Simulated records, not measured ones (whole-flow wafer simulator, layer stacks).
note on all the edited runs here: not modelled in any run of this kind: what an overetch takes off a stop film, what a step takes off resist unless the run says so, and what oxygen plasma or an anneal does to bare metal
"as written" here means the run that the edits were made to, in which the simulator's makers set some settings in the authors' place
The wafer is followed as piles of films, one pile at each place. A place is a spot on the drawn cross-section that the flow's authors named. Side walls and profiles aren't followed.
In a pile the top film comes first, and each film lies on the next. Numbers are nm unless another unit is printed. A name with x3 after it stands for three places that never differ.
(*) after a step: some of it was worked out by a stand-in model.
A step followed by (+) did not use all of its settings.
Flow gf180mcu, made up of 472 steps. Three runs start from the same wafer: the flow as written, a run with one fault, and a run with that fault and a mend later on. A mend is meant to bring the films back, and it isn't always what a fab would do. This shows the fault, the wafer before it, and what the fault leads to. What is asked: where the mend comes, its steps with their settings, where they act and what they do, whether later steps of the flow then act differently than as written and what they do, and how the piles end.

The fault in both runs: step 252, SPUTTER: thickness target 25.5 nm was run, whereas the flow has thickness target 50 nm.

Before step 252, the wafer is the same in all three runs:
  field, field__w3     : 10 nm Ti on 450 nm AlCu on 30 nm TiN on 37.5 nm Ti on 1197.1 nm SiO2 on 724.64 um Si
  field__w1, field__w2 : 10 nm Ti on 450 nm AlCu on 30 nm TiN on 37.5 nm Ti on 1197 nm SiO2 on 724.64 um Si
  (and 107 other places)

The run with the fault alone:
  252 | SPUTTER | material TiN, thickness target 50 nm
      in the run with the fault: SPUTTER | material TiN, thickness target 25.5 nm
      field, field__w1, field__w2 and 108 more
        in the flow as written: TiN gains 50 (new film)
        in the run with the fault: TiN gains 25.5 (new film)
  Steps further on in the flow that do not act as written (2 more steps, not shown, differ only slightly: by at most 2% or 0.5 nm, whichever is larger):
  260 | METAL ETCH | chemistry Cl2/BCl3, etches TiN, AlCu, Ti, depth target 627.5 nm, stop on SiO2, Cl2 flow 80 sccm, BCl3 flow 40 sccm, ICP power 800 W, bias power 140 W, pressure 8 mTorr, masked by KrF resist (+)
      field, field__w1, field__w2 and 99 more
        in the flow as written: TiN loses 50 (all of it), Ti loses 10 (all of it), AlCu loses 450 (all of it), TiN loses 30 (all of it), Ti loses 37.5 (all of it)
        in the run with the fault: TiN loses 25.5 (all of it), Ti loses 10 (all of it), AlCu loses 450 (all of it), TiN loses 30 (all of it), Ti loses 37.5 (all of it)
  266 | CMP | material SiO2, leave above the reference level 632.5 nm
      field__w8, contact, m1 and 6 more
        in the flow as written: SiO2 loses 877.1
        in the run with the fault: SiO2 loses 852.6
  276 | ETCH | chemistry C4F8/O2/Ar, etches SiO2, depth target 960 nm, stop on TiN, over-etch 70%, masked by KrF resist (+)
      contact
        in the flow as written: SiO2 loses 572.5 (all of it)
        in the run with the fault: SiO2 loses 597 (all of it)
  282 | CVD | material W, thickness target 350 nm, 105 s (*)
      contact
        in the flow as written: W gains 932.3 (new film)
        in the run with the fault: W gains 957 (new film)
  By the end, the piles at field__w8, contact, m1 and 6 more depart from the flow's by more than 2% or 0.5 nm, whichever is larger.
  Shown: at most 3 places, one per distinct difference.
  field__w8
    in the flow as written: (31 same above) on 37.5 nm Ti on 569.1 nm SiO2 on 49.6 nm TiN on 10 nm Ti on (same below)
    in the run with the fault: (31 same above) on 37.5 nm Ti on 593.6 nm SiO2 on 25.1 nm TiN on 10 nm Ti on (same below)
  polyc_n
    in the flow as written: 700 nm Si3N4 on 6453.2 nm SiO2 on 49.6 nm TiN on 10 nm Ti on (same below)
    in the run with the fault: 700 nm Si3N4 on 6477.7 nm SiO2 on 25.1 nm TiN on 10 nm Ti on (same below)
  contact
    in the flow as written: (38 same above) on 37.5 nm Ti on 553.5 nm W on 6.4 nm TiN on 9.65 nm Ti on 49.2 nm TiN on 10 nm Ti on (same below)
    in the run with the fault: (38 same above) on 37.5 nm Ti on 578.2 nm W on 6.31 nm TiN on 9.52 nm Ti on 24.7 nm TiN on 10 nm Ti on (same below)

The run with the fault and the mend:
  The mend follows step 252.
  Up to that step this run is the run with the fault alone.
  252a | SPUTTER | material TiN, thickness target 24.5 nm (the flow's step 252 again, with other settings)
      field, field__w1, field__w2 and 108 more
        TiN gains 24.5
  Every later step of the flow that is run acts as written at every place that is followed.
  The piles end the same as the flow's at every place that both follow.
